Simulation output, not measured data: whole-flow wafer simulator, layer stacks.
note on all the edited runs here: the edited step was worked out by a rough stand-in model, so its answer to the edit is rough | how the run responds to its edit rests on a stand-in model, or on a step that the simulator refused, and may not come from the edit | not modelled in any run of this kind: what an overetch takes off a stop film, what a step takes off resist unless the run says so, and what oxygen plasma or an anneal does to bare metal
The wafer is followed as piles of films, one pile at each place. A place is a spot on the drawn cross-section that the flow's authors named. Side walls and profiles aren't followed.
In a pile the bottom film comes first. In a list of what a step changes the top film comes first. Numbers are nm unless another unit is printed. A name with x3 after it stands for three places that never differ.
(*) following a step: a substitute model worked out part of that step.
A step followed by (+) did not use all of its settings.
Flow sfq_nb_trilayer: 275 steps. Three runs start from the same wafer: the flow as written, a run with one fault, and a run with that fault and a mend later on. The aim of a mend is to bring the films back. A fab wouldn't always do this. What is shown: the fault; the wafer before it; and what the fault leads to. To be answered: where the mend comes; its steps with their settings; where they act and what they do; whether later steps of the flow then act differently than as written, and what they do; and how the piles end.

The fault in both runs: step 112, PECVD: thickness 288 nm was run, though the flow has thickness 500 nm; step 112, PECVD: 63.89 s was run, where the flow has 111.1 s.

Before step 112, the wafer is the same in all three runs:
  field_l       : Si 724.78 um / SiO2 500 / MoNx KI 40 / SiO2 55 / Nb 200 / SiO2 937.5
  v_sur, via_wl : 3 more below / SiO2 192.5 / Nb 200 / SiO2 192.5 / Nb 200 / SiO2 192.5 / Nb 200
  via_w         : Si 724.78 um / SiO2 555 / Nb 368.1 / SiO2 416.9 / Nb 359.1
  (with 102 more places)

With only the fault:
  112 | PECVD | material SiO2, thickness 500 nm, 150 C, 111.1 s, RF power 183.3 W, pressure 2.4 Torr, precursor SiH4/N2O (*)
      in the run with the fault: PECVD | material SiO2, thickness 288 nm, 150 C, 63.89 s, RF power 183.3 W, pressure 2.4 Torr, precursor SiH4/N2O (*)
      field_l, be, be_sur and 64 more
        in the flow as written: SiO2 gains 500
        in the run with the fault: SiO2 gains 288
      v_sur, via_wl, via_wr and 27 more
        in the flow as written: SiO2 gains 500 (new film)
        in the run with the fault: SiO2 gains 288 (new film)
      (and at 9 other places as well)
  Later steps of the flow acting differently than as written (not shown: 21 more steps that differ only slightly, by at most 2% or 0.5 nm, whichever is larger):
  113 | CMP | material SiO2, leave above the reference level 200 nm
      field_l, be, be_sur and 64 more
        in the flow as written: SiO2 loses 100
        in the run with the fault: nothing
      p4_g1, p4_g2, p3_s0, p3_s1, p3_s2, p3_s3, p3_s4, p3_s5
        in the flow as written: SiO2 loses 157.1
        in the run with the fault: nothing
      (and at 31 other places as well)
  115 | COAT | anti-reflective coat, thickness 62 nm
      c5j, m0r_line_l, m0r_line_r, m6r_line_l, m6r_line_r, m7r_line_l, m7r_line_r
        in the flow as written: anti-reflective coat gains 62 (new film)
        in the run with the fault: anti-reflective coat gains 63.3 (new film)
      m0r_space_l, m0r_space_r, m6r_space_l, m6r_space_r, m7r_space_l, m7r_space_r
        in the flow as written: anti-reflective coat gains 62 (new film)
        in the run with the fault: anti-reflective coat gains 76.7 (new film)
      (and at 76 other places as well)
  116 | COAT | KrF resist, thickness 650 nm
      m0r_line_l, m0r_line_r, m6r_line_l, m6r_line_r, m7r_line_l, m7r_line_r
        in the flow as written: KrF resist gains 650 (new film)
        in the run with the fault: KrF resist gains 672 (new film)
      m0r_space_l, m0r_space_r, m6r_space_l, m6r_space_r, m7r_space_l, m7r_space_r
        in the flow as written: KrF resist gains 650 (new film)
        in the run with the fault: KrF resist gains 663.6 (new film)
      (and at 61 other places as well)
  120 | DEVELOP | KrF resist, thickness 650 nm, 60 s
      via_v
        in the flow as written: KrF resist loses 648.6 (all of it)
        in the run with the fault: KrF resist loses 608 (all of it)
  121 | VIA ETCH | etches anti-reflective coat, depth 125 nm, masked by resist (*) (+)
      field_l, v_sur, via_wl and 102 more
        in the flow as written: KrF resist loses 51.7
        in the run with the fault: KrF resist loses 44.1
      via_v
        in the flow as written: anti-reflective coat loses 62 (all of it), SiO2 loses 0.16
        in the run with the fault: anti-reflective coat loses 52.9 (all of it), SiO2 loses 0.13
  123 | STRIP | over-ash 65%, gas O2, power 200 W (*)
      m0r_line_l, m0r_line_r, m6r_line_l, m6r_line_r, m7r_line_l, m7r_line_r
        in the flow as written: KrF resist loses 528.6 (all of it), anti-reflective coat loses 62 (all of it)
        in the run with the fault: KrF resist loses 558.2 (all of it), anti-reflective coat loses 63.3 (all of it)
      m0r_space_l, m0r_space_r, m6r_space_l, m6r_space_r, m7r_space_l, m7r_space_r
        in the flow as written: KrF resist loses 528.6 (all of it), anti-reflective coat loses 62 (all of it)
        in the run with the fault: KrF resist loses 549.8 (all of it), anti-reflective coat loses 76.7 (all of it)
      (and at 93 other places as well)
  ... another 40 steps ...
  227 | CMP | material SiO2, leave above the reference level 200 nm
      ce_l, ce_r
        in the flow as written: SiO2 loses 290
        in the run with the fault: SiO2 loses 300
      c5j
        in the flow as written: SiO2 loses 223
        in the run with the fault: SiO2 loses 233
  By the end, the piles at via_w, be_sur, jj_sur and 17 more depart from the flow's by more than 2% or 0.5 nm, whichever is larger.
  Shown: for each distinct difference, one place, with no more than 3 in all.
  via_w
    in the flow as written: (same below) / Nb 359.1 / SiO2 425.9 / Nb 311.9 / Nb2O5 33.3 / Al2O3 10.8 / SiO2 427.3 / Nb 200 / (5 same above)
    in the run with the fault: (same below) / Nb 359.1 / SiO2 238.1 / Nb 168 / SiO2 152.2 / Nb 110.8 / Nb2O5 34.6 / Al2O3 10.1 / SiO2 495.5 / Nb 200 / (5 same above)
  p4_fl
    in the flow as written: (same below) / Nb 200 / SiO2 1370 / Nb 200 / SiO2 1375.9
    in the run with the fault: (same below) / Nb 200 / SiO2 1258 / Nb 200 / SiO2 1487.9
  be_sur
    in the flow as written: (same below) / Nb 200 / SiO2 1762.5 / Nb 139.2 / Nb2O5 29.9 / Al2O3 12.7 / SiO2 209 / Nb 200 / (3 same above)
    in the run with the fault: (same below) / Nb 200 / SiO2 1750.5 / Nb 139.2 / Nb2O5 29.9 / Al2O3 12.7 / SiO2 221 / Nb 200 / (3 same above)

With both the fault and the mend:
  The mend follows step 112.
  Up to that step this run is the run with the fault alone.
  112a | PECVD | material SiO2, thickness 212 nm, 150 C, 47.11 s, RF power 183.3 W, pressure 2.4 Torr, precursor SiH4/N2O (*) (a further turn of the flow's step 112, with different settings)
      field_l, v_sur, via_wl and 102 more
        SiO2 gains 212
      via_w
        SiO2 gains 187.7
  Later steps of the flow acting differently than as written (not shown: 18 more steps that differ only slightly, by at most 2% or 0.5 nm, whichever is larger):
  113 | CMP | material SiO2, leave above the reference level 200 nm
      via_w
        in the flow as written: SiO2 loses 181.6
        in the run with the mend: nothing
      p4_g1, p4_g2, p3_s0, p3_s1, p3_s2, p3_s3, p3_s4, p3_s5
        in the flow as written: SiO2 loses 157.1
        in the run with the mend: SiO2 loses 100
  The piles end only slightly different from the flow's at the places that both follow, by no more than 2% or 0.5 nm, whichever is larger.
